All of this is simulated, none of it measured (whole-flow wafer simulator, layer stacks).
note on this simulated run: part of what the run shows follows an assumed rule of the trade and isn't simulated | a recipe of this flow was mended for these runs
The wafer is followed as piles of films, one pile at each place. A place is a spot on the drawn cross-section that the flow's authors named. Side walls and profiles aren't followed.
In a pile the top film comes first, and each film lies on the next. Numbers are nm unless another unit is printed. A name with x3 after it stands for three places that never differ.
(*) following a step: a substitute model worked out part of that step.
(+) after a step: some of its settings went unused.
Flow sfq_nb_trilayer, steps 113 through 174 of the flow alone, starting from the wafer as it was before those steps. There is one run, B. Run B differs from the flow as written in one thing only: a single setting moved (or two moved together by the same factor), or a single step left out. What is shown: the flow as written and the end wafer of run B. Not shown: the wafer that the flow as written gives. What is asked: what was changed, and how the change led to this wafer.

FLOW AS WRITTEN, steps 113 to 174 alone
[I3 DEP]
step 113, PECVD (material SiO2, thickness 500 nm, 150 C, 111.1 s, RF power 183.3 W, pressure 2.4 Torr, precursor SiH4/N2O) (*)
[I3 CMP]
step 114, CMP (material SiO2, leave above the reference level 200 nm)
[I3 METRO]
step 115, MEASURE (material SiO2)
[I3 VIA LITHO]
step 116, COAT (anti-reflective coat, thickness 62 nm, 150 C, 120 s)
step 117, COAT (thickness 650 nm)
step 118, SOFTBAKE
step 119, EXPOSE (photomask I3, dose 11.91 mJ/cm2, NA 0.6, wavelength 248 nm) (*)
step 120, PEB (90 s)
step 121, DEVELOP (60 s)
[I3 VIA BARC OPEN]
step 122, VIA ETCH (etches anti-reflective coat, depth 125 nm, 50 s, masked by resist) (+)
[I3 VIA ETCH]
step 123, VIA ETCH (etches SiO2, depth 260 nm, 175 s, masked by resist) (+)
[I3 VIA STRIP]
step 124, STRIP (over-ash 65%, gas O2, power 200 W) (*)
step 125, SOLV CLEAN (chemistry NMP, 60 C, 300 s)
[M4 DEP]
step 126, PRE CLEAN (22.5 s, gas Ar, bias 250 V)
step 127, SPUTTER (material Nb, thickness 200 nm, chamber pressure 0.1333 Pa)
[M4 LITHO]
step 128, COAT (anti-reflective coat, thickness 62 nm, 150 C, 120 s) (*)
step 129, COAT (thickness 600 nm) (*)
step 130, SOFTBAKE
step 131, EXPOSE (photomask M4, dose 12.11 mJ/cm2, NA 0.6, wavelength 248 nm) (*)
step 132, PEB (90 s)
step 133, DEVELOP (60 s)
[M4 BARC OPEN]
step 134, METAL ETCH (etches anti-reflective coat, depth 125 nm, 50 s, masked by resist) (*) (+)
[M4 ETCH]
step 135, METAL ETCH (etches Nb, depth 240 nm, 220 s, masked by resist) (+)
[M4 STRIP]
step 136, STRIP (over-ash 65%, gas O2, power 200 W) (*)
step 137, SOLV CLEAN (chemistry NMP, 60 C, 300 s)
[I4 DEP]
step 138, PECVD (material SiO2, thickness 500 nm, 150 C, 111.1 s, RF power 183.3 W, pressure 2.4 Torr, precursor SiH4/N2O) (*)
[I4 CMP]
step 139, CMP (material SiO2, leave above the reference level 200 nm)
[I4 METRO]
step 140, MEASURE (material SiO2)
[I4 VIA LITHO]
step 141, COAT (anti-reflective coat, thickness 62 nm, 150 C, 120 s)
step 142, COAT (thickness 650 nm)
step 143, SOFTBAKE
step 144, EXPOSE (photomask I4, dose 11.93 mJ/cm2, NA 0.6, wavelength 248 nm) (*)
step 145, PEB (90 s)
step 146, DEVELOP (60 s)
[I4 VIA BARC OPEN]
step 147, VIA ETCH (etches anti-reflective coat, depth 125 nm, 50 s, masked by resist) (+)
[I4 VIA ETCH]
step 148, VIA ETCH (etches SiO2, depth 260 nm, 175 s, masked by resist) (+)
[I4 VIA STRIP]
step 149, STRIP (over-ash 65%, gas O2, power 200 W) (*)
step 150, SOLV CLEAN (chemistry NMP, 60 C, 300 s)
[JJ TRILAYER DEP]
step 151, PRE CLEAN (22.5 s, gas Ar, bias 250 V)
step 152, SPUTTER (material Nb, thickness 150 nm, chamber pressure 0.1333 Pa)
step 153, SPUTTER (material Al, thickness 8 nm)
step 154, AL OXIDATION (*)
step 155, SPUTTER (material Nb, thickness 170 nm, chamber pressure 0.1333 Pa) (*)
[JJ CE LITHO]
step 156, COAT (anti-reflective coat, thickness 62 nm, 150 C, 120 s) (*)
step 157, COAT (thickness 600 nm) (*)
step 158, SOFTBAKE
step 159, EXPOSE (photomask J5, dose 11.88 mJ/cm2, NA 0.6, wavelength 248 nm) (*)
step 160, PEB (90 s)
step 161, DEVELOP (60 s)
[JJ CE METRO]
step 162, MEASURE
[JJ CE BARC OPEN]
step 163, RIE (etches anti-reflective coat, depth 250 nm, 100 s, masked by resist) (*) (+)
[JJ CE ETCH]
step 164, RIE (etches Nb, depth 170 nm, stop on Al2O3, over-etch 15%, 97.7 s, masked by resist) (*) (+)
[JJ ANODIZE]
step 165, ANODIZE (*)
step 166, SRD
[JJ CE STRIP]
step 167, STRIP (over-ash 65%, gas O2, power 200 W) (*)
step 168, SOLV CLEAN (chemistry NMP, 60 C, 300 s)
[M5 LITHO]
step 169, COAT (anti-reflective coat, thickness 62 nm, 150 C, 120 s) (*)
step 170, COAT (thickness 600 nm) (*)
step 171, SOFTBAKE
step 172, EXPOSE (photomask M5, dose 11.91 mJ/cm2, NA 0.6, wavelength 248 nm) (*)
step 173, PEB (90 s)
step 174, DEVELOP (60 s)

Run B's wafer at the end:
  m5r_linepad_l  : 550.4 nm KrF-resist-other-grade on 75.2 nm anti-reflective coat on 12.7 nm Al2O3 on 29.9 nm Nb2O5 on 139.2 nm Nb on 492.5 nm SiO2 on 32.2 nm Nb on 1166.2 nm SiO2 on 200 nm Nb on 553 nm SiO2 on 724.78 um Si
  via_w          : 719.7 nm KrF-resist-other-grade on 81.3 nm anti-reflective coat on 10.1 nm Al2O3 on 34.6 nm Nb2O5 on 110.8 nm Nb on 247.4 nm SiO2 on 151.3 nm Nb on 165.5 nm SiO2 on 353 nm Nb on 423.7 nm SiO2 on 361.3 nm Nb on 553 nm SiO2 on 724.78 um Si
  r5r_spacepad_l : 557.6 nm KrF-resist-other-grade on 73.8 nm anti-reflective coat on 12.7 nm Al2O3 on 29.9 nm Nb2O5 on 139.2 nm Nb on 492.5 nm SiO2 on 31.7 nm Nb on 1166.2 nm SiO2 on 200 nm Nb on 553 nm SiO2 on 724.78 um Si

Cause: step 113, PECVD: 44.44 s was run, whereas the flow has 111.1 s.

Step by step, how the change led to this:
  step 113, PECVD (material SiO2, thickness 500 nm, 150 C, 111.1 s, RF power 183.3 W, pressure 2.4 Torr, precursor SiH4/N2O) (*)
      field_l, be, be_sur and 64 more: +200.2 SiO2 (in the flow as written it would be: +500 SiO2)
      v_sur, via_wl, via_wr and 27 more: +200.2 SiO2 (new film) (in the flow as written it would be: +500 SiO2 (new film))
      (also at 9 further places)
  step 114, CMP (material SiO2, leave above the reference level 200 nm)
      field_l, be, be_sur and 64 more: nothing (in the flow as written it would be: -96 SiO2)
      p4_g1, p4_g2, p3_s0, p3_s1, p3_s2, p3_s3, p3_s4, p3_s5: nothing (in the flow as written it would be: -157.1 SiO2)
      (also at 31 further places)
  step 116, COAT (anti-reflective coat, thickness 62 nm, 150 C, 120 s)
      m0r_line_l x3, m0r_line_r x3: +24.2 anti-reflective coat (new film) (in the flow as written it would be: +62 anti-reflective coat (new film))
      m0r_space_l, m0r_space_r, m6r_space_l x2, m6r_space_r x2: +100.3 anti-reflective coat (new film) (in the flow as written it would be: +62 anti-reflective coat (new film))
      (also at 92 further places)
  step 117, COAT (thickness 650 nm)
      m0r_line_l x3, m0r_line_r x3: +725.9 KrF-resist-other-grade (new film) (in the flow as written it would be: +650 KrF-resist-other-grade (new film))
      sp_r, lsp_m, l0r_line_c: +665.6 KrF-resist-other-grade (new film) (in the flow as written it would be: +650 KrF-resist-other-grade (new film))
      (also at 88 further places)
  step 121, DEVELOP (60 s)
      via_v: -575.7 KrF-resist-other-grade (all of it) (in the flow as written it would be: -648.6 KrF-resist-other-grade (all of it))
  step 122, VIA ETCH (etches anti-reflective coat, depth 125 nm, 50 s, masked by resist) (+)
      via_v: -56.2 anti-reflective coat (all of it), -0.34 SiO2 (in the flow as written it would be: -62 anti-reflective coat (all of it), -0.31 SiO2)
  step 124, STRIP (over-ash 65%, gas O2, power 200 W) (*)
      m0r_line_l x3, m0r_line_r x3: -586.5 KrF-resist-other-grade (all of it), -24.2 anti-reflective coat (all of it) (in the flow as written it would be: -510.8 KrF-resist-other-grade (all of it), -62 anti-reflective coat (all of it))
      m0r_space_l, m0r_space_r, m6r_space_l x2, m6r_space_r x2: -523.6 KrF-resist-other-grade (all of it), -100.3 anti-reflective coat (all of it) (in the flow as written it would be: -510.8 KrF-resist-other-grade (all of it), -62 anti-reflective coat (all of it))
      (also at 93 further places)
  step 127, SPUTTER (material Nb, thickness 200 nm, chamber pressure 0.1333 Pa)
      via_w: +151.3 Nb (new film) (in the flow as written it would be: +200 Nb (new film))
  step 128, COAT (anti-reflective coat, thickness 62 nm, 150 C, 120 s) (*)
      m0r_line_l x3, m0r_line_r x3: +24.3 anti-reflective coat (new film) (in the flow as written it would be: +62 anti-reflective coat (new film))
      m0r_space_l, m0r_space_r, m6r_space_l x2, m6r_space_r x2: +100.6 anti-reflective coat (new film) (in the flow as written it would be: +62 anti-reflective coat (new film))
      (also at 86 further places)
  step 129, COAT (thickness 600 nm) (*)
      m0r_line_l x3, m0r_line_r x3: +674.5 KrF-resist-other-grade (new film) (in the flow as written it would be: +600 KrF-resist-other-grade (new film))
      m0r_space_l, m0r_space_r, m6r_space_l x2, m6r_space_r x2: +612.6 KrF-resist-other-grade (new film) (in the flow as written it would be: +600 KrF-resist-other-grade (new film))
      (also at 91 further places)
  step 133, DEVELOP (60 s)
      m0r_line_l x3, m0r_line_r x3: -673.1 KrF-resist-other-grade (all of it) (in the flow as written it would be: -598.7 KrF-resist-other-grade (all of it))
      m0r_space_l, m0r_space_r, m6r_space_l x2, m6r_space_r x2: -611.4 KrF-resist-other-grade (all of it) (in the flow as written it would be: -598.7 KrF-resist-other-grade (all of it))
      (also at 52 further places)
  step 134, METAL ETCH (etches anti-reflective coat, depth 125 nm, 50 s, masked by resist) (*) (+)
      m5r_linepad_l, m5r_linepad_r, r5r_line_l, r5r_spacepad_l, r5r_spacepad_r, m8r_pad_l, m8r_pad_r: -125 anti-reflective coat (in the flow as written it would be: -62 anti-reflective coat (all of it))
      m0r_line_l x3, m0r_line_r x3: -24.3 anti-reflective coat (all of it) (in the flow as written it would be: -62 anti-reflective coat (all of it))
      (also at 50 further places)
  step 135, METAL ETCH (etches Nb, depth 240 nm, 220 s, masked by resist) (+)
      m5r_linepad_l, m5r_linepad_r: -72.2 anti-reflective coat (all of it), -167.8 Nb (in the flow as written it would be: -200 Nb (all of it), -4 SiO2)
      r5r_spacepad_l, r5r_spacepad_r: -71.7 anti-reflective coat (all of it), -168.3 Nb (in the flow as written it would be: -200 Nb (all of it), -4 SiO2)
      (also at 3 further places)
  step 136, STRIP (over-ash 65%, gas O2, power 200 W) (*)
      v_sur: -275 KrF-resist-other-grade (all of it), -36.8 anti-reflective coat (all of it) (in the flow as written it would be: -360.6 KrF-resist-other-grade (all of it), -64.7 anti-reflective coat (all of it))
      via_wl: -282.6 KrF-resist-other-grade (all of it), -29.5 anti-reflective coat (all of it) (in the flow as written it would be: -357.4 KrF-resist-other-grade (all of it), -67.6 anti-reflective coat (all of it))
      (also at 37 further places)
  step 138, PECVD (material SiO2, thickness 500 nm, 150 C, 111.1 s, RF power 183.3 W, pressure 2.4 Torr, precursor SiH4/N2O) (*)
      m5r_linepad_l, m5r_linepad_r, r5r_spacepad_l, r5r_spacepad_r, m8r_pad_l, m8r_pad_r: +500 SiO2 (new film) (in the flow as written it would be: +500 SiO2)
      p3_s0, p3_s1, p3_s2, p3_s3, p3_s4, p3_s5: +515.3 SiO2 (in the flow as written it would be: +561.1 SiO2)
      (also at 3 further places)
  step 139, CMP (material SiO2, leave above the reference level 200 nm)
      field_l, be, be_sur and 55 more: nothing (in the flow as written it would be: -96 SiO2)
      p3_s0, p3_s1, p3_s2, p3_s3, p3_s4, p3_s5: nothing (in the flow as written it would be: -157.1 SiO2)
      (also at 12 further places)
  ... 18 further steps ...
  step 174, DEVELOP (60 s)
      wl_d_sl, wl_d_sr: -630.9 KrF-resist-other-grade (all of it) (in the flow as written it would be: -600.3 KrF-resist-other-grade (all of it))
      field_l: -590.6 KrF-resist-other-grade (all of it) (in the flow as written it would be: -577.3 KrF-resist-other-grade (all of it))
      (also at 23 further places)
With metal films that touch counted as one body, m5r_linepad_l has 3 bodies (between them, from the top down: SiO2 492.5; SiO2 1166.2); the flow as written gives 2 bodies (between them, from the top down: SiO2 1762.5).
With metal films that touch counted as one body, via_w has 4 bodies (between them, from the top down: SiO2 247.4; SiO2 165.5; SiO2 423.7); the flow as written gives 3 bodies (between them, from the top down: SiO2 432; SiO2 423.7).
With metal films that touch counted as one body, r5r_spacepad_l has 3 bodies (between them, from the top down: SiO2 492.5; SiO2 1166.2); the flow as written gives 2 bodies (between them, from the top down: SiO2 1762.5).
